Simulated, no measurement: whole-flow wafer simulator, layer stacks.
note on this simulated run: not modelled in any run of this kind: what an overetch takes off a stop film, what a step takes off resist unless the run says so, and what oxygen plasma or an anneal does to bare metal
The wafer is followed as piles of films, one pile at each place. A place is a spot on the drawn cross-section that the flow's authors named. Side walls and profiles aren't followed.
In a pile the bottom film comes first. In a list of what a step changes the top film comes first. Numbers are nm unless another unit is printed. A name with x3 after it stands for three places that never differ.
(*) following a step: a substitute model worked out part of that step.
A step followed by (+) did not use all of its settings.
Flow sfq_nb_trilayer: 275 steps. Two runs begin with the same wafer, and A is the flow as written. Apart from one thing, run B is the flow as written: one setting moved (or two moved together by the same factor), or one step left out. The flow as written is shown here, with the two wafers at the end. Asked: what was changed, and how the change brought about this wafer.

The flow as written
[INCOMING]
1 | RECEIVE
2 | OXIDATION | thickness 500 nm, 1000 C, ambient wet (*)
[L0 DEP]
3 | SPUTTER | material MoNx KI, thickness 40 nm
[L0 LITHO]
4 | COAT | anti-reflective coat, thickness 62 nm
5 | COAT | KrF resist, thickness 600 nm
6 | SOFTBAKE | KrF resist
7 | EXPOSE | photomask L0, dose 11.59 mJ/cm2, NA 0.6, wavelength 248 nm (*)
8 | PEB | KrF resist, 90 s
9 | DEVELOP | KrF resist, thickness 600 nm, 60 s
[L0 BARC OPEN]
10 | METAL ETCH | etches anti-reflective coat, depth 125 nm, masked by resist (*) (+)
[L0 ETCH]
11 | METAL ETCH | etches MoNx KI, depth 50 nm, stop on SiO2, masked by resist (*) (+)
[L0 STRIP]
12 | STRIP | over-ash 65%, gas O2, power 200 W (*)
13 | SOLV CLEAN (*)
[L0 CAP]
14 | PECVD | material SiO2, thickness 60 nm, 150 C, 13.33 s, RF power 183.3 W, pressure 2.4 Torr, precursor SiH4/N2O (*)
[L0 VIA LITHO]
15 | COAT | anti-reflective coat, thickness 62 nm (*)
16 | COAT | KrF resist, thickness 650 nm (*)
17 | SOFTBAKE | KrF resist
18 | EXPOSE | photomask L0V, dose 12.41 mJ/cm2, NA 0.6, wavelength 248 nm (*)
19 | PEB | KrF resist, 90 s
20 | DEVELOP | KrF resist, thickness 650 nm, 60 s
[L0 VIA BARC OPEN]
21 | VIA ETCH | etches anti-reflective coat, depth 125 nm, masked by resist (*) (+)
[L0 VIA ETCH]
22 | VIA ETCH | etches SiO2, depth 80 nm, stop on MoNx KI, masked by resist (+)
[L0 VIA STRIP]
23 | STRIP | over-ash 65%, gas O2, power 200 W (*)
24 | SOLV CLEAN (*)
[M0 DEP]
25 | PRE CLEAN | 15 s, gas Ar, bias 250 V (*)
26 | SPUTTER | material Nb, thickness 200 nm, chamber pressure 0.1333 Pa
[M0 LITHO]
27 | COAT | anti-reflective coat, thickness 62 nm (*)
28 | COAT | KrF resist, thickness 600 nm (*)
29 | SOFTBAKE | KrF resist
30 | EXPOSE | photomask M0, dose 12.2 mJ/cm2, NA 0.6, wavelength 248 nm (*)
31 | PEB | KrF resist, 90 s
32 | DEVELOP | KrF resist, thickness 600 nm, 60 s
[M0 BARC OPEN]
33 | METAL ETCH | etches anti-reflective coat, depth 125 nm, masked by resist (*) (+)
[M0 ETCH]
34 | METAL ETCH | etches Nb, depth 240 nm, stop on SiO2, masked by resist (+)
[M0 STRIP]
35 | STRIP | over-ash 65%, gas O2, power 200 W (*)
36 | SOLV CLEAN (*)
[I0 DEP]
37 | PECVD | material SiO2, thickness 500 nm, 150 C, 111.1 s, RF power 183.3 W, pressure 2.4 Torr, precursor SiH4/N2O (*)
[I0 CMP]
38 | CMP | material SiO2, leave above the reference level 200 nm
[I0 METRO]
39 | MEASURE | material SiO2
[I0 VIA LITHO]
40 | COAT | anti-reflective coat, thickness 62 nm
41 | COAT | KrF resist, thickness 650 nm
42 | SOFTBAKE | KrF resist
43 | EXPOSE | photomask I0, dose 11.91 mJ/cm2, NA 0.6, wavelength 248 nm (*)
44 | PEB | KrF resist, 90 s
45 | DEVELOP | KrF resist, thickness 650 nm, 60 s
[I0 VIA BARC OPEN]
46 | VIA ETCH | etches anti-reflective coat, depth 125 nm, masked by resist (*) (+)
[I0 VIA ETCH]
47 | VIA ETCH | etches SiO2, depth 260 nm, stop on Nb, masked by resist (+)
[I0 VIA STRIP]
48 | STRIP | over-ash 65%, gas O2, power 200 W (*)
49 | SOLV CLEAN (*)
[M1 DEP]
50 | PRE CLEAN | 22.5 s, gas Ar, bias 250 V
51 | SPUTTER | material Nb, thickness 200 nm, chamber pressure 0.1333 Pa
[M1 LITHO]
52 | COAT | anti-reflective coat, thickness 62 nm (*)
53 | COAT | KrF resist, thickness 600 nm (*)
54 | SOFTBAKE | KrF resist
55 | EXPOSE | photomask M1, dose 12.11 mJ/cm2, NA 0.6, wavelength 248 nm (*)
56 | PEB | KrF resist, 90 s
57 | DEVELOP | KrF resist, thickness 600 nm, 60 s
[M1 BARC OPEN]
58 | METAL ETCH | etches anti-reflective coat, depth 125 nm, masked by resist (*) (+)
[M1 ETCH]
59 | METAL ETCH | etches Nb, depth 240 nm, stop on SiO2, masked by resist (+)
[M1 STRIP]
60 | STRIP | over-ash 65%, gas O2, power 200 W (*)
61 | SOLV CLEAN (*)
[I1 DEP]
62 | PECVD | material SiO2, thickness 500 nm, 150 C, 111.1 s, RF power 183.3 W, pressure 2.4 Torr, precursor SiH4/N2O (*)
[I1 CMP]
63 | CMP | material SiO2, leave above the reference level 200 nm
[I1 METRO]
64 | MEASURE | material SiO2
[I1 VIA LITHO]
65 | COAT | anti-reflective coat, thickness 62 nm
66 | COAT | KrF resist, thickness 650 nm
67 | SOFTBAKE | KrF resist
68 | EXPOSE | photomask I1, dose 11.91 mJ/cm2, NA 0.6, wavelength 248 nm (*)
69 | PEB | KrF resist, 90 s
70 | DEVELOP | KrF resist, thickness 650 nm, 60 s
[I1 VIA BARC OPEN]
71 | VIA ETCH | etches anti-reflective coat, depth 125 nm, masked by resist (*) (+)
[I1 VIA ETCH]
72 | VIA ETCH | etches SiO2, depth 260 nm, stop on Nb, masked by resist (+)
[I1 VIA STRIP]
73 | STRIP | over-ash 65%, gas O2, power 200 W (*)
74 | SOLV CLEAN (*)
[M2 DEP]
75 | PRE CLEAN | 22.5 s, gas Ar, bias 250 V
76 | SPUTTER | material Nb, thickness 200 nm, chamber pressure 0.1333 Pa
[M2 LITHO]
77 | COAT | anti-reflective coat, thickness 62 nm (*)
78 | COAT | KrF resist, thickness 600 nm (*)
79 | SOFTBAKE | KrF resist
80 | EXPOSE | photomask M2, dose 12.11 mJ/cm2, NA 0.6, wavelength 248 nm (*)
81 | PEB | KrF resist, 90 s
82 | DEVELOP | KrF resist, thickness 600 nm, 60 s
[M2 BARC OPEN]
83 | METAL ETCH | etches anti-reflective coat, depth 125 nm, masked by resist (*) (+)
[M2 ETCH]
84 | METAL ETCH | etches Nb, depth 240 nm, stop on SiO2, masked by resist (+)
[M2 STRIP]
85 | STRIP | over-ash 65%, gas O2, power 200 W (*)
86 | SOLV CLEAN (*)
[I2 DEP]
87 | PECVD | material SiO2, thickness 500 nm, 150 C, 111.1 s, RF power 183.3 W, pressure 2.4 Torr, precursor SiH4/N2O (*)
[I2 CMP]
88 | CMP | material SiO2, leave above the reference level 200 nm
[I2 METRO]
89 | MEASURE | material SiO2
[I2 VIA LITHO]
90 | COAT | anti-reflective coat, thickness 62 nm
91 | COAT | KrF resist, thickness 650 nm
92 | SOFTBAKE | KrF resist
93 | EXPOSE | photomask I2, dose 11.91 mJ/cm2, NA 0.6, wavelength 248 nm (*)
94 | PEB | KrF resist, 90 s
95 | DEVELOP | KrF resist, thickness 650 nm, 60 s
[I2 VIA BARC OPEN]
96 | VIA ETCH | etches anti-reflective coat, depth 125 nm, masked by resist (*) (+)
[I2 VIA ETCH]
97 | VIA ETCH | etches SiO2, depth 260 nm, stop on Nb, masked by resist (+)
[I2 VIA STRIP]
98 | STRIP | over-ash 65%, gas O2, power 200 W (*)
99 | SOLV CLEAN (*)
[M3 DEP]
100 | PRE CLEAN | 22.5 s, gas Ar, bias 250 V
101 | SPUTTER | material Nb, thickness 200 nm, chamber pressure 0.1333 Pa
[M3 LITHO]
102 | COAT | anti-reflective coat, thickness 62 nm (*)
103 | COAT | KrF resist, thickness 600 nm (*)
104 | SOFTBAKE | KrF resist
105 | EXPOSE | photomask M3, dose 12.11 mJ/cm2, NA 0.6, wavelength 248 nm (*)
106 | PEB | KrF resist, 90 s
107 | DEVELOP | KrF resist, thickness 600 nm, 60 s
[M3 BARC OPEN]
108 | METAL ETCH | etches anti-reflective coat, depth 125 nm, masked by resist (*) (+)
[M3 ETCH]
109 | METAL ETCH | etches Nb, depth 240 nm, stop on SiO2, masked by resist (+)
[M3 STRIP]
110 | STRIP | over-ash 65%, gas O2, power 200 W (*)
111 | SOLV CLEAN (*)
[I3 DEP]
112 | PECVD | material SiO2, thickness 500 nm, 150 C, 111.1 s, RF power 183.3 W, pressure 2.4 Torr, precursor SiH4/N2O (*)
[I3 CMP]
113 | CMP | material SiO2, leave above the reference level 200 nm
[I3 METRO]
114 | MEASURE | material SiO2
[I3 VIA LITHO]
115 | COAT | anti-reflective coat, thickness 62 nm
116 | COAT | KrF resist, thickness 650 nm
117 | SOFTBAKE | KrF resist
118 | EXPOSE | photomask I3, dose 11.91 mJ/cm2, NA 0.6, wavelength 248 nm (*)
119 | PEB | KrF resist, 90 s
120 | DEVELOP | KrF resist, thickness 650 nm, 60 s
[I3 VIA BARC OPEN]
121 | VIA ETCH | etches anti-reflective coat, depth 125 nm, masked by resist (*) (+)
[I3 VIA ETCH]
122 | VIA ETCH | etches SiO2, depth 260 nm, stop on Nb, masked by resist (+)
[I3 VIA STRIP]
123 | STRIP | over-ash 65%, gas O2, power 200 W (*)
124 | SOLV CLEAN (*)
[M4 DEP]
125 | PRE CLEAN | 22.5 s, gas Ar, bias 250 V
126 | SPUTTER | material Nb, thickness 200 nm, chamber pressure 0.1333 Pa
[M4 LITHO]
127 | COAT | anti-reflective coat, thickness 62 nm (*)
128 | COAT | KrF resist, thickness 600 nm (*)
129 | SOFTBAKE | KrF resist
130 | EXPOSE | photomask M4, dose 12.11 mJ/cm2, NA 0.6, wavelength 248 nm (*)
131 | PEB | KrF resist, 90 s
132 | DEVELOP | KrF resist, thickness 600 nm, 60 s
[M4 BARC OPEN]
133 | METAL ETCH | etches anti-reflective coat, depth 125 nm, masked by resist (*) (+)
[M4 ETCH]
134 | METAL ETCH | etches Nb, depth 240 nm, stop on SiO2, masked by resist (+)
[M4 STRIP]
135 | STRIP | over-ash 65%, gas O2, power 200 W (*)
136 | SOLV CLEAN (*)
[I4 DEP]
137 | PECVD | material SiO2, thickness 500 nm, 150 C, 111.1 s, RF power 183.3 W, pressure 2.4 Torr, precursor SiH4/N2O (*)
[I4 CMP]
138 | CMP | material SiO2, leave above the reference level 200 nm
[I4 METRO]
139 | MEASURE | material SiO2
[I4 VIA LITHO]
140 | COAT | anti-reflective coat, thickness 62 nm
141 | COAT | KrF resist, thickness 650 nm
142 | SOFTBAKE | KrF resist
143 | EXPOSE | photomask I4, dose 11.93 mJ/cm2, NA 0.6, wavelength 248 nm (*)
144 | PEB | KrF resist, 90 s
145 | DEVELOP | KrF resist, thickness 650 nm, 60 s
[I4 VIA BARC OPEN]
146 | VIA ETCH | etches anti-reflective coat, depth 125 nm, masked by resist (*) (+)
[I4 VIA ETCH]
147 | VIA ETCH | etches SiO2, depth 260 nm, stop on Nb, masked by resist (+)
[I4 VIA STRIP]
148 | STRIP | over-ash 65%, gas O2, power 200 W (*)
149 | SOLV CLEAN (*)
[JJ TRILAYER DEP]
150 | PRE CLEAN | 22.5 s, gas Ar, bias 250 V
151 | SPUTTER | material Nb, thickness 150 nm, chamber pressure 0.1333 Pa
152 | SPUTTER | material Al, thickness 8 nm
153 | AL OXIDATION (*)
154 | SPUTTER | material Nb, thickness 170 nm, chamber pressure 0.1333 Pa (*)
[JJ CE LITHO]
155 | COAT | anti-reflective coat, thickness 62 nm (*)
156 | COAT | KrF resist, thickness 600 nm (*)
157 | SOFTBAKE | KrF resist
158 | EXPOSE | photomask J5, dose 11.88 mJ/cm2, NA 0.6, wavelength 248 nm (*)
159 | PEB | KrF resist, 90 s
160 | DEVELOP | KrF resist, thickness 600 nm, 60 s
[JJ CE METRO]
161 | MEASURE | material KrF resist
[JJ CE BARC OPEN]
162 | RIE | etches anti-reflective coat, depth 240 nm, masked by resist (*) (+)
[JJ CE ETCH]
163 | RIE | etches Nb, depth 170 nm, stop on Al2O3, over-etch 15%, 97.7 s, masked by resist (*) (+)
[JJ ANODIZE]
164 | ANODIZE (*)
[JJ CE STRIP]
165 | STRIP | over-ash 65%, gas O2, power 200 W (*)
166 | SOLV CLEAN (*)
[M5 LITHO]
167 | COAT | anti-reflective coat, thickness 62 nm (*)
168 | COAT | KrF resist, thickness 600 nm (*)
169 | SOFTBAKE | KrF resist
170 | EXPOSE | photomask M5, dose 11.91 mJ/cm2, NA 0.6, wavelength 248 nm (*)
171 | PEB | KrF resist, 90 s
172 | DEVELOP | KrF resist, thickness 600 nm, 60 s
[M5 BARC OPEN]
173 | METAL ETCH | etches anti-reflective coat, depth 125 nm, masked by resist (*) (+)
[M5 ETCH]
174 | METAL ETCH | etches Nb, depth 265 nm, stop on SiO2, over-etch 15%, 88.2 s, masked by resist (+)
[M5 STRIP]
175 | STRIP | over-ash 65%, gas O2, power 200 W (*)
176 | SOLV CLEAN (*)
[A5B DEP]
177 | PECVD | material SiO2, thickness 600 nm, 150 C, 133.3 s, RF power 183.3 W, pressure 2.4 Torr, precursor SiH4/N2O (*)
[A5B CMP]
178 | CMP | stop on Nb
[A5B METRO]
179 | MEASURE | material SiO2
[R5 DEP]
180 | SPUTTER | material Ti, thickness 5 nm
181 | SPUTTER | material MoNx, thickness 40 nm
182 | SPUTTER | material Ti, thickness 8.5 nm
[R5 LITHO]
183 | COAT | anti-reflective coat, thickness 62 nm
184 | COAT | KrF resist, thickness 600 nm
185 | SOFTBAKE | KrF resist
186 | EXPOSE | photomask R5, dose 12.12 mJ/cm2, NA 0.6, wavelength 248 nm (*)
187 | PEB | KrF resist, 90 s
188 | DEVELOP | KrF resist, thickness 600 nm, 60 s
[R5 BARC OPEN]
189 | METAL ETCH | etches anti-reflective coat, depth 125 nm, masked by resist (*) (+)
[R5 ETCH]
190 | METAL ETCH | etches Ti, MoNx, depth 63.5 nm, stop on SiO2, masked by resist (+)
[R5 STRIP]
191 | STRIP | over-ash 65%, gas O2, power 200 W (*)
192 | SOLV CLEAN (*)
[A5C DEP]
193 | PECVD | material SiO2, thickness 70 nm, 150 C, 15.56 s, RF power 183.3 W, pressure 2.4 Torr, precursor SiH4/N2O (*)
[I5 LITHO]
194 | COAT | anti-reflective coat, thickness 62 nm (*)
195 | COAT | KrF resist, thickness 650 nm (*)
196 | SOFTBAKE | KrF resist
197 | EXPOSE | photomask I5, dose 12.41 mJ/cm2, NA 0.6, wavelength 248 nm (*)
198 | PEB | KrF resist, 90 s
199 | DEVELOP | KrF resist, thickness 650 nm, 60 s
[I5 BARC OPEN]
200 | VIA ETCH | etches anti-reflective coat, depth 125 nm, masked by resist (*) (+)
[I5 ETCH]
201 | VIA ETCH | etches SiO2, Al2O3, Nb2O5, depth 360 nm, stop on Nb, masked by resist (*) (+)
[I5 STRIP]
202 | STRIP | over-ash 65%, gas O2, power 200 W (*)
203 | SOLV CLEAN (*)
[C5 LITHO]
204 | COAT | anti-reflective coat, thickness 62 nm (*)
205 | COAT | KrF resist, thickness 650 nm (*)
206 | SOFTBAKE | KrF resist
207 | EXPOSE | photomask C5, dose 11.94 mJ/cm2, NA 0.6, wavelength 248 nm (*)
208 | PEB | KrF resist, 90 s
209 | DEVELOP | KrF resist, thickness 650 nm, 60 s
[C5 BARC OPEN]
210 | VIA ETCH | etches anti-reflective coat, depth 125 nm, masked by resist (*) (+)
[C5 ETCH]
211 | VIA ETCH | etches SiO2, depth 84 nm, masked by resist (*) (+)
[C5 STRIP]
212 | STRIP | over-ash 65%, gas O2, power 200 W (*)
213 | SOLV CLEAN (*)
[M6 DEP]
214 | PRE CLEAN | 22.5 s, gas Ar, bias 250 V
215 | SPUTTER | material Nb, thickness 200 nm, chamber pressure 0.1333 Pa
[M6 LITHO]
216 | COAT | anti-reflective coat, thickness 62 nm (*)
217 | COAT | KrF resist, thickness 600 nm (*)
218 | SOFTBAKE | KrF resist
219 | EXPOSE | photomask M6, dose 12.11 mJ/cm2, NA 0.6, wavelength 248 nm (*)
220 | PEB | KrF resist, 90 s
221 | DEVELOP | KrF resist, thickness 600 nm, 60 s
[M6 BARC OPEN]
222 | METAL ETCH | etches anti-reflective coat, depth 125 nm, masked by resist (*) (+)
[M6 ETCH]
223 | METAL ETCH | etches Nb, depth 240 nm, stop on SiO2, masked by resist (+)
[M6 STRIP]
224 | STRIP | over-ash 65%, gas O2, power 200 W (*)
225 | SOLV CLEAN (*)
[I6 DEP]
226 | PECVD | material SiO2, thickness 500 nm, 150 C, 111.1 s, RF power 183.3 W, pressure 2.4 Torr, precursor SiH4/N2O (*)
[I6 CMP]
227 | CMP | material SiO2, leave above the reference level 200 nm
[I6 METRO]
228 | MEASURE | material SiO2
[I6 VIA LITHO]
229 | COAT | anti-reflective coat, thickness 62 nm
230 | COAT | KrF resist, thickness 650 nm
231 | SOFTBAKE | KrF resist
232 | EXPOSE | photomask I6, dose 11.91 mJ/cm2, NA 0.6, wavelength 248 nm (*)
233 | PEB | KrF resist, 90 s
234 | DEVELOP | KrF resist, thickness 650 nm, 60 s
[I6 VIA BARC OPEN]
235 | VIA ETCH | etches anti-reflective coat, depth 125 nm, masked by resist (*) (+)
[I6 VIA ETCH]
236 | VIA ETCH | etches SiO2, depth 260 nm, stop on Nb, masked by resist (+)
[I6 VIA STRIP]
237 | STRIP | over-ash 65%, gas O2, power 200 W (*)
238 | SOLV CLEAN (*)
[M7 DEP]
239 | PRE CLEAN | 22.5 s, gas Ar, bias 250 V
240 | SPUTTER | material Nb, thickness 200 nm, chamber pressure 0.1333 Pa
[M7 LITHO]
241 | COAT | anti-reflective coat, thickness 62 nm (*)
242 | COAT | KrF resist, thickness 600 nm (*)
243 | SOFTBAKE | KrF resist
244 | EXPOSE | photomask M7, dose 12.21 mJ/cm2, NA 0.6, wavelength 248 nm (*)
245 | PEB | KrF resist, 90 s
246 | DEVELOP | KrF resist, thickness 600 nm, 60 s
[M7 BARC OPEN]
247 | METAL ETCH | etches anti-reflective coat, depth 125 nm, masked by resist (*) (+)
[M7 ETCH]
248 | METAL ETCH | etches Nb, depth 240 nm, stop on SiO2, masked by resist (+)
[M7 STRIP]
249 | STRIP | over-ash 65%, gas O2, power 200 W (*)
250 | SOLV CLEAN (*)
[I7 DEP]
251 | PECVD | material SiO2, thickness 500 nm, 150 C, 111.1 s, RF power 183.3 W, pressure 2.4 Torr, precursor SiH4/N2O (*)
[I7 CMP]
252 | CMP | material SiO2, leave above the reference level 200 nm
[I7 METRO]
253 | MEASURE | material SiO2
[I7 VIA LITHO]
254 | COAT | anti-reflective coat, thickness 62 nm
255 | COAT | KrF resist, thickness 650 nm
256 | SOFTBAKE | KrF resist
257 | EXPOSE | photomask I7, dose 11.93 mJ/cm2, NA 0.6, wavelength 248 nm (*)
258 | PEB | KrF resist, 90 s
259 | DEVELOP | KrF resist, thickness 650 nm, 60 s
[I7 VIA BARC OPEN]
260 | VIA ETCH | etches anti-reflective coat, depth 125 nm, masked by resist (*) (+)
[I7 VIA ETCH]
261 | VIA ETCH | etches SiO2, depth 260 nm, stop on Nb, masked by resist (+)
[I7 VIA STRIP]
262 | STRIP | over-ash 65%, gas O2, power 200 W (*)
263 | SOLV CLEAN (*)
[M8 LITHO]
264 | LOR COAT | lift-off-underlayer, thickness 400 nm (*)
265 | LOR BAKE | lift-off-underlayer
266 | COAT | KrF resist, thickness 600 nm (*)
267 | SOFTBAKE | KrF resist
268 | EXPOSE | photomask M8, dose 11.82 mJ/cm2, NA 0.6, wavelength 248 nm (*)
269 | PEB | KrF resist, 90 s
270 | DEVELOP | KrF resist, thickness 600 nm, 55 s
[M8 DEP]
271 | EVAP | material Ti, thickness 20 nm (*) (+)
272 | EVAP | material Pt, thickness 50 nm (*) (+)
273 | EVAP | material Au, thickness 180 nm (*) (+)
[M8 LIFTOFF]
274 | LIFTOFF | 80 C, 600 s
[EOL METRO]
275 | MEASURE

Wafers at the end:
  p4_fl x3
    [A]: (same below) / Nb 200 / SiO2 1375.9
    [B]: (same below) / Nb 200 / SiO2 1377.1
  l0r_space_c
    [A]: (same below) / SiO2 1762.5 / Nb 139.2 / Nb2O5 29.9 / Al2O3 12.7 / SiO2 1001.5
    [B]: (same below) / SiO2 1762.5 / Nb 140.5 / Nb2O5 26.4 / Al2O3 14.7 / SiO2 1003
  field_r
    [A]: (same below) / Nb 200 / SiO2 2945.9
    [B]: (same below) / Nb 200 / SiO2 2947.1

The reason: step 152, SPUTTER: thickness 9.2 nm was run, whereas the flow has thickness 8 nm.

Step by step, how the change led to this:
  152 | SPUTTER | material Al, thickness 8 nm
      field_l, v_sur, via_sp and 100 more: A +8 Al (new film) | B +9.2 Al (new film)
      via_wl, via_wr: A +5.14 Al (new film) | B +5.91 Al (new film)
      (also at 1 further place)
  164 | ANODIZE (*)
      field_l, v_sur, via_sp and 96 more: A +12.2 Al2O3, +29.9 Nb2O5 (new film), -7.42 Al (all of it), -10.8 Nb | B +14.2 Al2O3, +26.4 Nb2O5 (new film), -8.62 Al (all of it), -9.5 Nb
      via_wl, via_wr: A +7.52 Al2O3 (new film), +39.2 Nb2O5 (new film), -4.56 Al (all of it), -14.1 Nb | B +8.79 Al2O3 (new film), +36.9 Nb2O5 (new film), -5.33 Al (all of it), -13.3 Nb
      (also at 1 further place)
  167 | COAT | anti-reflective coat, thickness 62 nm (*)
      ce_l: A +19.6 anti-reflective coat (new film) | B +18.9 anti-reflective coat (new film)
      ce_r: A +19.7 anti-reflective coat (new film) | B +18.9 anti-reflective coat (new film)
  174 | METAL ETCH | etches Nb, depth 265 nm, stop on SiO2, over-etch 15%, 88.2 s, masked by resist (+)
      field_l, r_sur, res and 50 more: A -12.6 Al2O3 (all of it), -29.9 Nb2O5 (all of it), -139.2 Nb (all of it), -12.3 SiO2 | B -14.6 Al2O3 (all of it), -26.4 Nb2O5 (all of it), -140.5 Nb (all of it), -12.3 SiO2
  175 | STRIP | over-ash 65%, gas O2, power 200 W (*)
      ce_l: A -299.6 KrF resist (all of it), -19.6 anti-reflective coat (all of it) | B -299.3 KrF resist (all of it), -18.9 anti-reflective coat (all of it)
      ce_r: A -299.9 KrF resist (all of it), -19.7 anti-reflective coat (all of it) | B -299.5 KrF resist (all of it), -18.9 anti-reflective coat (all of it)
  201 | VIA ETCH | etches SiO2, Al2O3, Nb2O5, depth 360 nm, stop on Nb, masked by resist (*) (+)
      be: A -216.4 SiO2 (all of it), -12.7 Al2O3 (all of it), -29.9 Nb2O5 (all of it) | B -217.8 SiO2 (all of it), -14.7 Al2O3 (all of it), -26.4 Nb2O5 (all of it)
